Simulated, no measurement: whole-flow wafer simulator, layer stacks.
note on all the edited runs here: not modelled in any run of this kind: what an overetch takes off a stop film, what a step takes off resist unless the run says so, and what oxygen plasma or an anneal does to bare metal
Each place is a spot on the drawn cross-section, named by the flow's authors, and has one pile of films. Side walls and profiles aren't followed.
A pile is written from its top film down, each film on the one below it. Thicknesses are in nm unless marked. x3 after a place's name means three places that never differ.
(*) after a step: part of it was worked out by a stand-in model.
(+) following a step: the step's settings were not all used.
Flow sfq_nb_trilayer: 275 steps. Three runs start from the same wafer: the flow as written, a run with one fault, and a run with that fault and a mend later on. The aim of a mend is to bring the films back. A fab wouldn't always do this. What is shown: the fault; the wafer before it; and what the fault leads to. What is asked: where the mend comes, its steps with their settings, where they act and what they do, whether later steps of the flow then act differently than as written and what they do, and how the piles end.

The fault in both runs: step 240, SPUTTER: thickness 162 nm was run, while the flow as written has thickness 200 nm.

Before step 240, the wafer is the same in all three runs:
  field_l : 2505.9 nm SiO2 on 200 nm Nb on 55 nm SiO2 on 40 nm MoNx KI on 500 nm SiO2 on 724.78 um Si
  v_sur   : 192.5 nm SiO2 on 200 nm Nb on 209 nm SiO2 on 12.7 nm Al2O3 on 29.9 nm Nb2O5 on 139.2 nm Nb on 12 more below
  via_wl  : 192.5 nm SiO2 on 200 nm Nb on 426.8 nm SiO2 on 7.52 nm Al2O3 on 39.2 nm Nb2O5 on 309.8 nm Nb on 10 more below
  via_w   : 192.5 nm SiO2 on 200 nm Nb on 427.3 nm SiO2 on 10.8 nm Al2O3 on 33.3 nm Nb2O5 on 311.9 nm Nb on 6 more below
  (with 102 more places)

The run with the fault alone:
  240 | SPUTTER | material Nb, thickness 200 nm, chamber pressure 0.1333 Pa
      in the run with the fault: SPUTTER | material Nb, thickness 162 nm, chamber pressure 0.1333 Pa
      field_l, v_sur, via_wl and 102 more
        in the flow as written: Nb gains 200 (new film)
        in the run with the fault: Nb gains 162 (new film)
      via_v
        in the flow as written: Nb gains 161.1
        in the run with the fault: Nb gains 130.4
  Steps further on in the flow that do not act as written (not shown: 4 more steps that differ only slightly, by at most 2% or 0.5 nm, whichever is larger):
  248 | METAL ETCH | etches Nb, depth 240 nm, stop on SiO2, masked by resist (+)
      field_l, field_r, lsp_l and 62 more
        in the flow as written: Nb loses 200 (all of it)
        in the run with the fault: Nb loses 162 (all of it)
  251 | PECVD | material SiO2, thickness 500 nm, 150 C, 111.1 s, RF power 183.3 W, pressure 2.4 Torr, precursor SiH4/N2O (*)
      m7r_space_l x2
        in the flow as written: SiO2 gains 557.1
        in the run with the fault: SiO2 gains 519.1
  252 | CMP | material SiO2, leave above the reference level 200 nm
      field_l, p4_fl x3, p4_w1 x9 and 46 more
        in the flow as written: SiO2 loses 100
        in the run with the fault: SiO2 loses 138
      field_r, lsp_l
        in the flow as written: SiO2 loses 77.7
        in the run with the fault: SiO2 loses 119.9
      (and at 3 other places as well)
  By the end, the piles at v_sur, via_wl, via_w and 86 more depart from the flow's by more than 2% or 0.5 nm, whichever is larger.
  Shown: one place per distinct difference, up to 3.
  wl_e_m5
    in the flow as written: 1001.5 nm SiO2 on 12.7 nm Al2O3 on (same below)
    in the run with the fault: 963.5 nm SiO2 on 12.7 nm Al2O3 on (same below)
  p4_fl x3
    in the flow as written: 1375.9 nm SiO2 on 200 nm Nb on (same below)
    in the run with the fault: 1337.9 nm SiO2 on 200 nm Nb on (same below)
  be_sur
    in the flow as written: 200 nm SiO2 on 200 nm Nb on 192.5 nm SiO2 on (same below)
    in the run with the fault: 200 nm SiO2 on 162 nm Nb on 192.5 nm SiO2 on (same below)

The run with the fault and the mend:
  After step 246 comes the mend.
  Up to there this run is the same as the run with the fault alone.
  246a | STRIP | over-ash 65%, gas O2, power 200 W (*)
      p4_fl x3, p4_w1 x9, p4_g1 x2 and 46 more
        anti-reflective coat loses 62 (all of it)
      wl_j_sl, wl_jj, wl_j_sr and 14 more
        KrF resist loses 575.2 (all of it), anti-reflective coat loses 62 (all of it)
      field_r, lsp_l, l0_sur, l0v
        anti-reflective coat loses 61.8 (all of it)
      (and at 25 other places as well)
  246b | SPUTTER | material Nb, thickness 38 nm, chamber pressure 0.1333 Pa (the flow's step 240, run once more with other settings)
      field_l, v_sur, via_wl and 102 more
        Nb gains 38
      via_v
        Nb gains 27.8
  246c | COAT | anti-reflective coat, thickness 62 nm (*) (the flow's step 241, run once more)
      p4_fl x3, p4_w1 x9, p4_g1 x2 and 63 more
        anti-reflective coat gains 62 (new film)
      moat, field_r, lsp_l and 6 more
        anti-reflective coat gains 61.8 (new film)
      be_r, r_sur, res, r_end
        anti-reflective coat gains 61.7 (new film)
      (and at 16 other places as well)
  246d | COAT | KrF resist, thickness 600 nm (*) (the flow's step 242, run once more)
      p4_fl x3, p4_w1 x9, p4_g1 x2 and 63 more
        KrF resist gains 600 (new film)
      field_r, lsp_l, ln_m5, lsp_m, l0v
        KrF resist gains 599.5 (new film)
      ln_m6, lsp_r, l0_sur
        KrF resist gains 599.6 (new film)
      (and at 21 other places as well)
  246e | SOFTBAKE | KrF resist (the flow's step 243, run once more)
      alters no film at any place that is followed
  246f | EXPOSE | photomask M7, dose 12.21 mJ/cm2, NA 0.6, wavelength 248 nm (*) (the flow's step 244, run once more)
      alters no film at any place that is followed
  246g | PEB | KrF resist, 90 s (the flow's step 245, run once more)
      field_l, v_sur, via_wl and 97 more
        KrF resist loses 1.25
      via_w, via_wr, wire, be
        KrF resist loses 1.24
      via_sp
        KrF resist loses 1.23
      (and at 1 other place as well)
  246h | DEVELOP | KrF resist, thickness 600 nm, 60 s (the flow's step 246, run once more)
      p4_fl x3, p4_w1 x9, p4_g1 x2 and 46 more
        KrF resist loses 598.7 (all of it)
      v_sur, via_wl, via_w and 38 more
        KrF resist loses 23.5
      field_r, lsp_l
        KrF resist loses 598.2 (all of it)
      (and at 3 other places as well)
  Every later step of the flow that is run acts as written, at every place that is followed, to within 2% or 0.5 nm, whichever is larger.
  When the end is reached, the piles differ only a little from the flow's at the places that both follow, at most by 2% or 0.5 nm, whichever is larger.
